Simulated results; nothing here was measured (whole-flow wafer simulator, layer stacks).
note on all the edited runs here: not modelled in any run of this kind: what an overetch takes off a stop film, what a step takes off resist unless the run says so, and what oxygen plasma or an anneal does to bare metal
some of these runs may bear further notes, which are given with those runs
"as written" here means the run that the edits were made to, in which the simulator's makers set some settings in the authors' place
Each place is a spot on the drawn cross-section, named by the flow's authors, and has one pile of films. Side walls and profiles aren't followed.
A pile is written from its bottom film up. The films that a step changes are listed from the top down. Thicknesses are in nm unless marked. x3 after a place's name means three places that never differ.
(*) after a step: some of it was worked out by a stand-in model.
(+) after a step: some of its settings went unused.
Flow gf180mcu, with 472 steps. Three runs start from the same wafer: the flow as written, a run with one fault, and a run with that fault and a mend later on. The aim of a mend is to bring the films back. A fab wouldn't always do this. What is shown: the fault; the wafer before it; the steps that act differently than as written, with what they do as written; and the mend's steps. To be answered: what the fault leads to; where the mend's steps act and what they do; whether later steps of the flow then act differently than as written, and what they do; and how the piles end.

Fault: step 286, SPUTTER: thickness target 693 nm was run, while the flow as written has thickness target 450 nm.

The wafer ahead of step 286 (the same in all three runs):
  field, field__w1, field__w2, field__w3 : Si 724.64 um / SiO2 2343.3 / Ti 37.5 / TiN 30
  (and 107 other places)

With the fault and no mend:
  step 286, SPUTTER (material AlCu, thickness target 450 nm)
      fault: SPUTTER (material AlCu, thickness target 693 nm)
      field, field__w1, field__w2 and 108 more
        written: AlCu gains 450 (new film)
        fault: AlCu gains 693 (new film)
  Steps further on in the flow that do not act as written:
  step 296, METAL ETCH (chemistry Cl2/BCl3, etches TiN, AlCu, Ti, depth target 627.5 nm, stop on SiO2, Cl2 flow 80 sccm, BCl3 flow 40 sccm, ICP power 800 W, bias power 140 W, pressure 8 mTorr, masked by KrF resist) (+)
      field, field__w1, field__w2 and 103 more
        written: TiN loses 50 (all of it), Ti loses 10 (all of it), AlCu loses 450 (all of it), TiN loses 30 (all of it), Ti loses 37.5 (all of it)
        fault: TiN loses 50 (all of it), Ti loses 10 (all of it), AlCu loses 567.5
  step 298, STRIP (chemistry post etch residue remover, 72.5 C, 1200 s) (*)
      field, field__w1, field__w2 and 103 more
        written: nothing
        fault: AlCu loses 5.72
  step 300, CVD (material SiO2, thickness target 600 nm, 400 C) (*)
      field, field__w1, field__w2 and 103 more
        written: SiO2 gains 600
        fault: SiO2 gains 600 (new film)
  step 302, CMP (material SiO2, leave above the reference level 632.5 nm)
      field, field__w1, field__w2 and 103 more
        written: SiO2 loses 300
        fault: SiO2 loses 244.3
  The piles end different from the flow's at field, field__w1, field__w2 and 109 more by more than 2% or 0.5 nm, whichever is larger.
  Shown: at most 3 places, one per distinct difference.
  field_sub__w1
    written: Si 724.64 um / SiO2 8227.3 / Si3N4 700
    fault: Si 724.64 um / SiO2 2343.2 / Ti 37.5 / TiN 30 / AlCu 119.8 / SiO2 5939.7 / Si3N4 700
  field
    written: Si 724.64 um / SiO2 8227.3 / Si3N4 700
    fault: Si 724.64 um / SiO2 2343.3 / Ti 37.5 / TiN 30 / AlCu 119.8 / SiO2 5939.7 / Si3N4 700
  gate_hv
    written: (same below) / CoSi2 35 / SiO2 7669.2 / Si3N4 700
    fault: (same below) / CoSi2 35 / SiO2 1785.1 / Ti 37.5 / TiN 30 / AlCu 119.8 / SiO2 5939.7 / Si3N4 700

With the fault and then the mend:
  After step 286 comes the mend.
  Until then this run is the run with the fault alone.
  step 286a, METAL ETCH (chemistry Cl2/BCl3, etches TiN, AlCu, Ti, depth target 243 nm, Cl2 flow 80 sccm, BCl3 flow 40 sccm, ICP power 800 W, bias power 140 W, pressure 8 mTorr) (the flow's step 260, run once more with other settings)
      field, field__w1, field__w2 and 108 more
        AlCu loses 243
  Later steps of the flow that are run all act as written at every place that is followed.
  At every place that both follow, the piles at the end match the flow's.
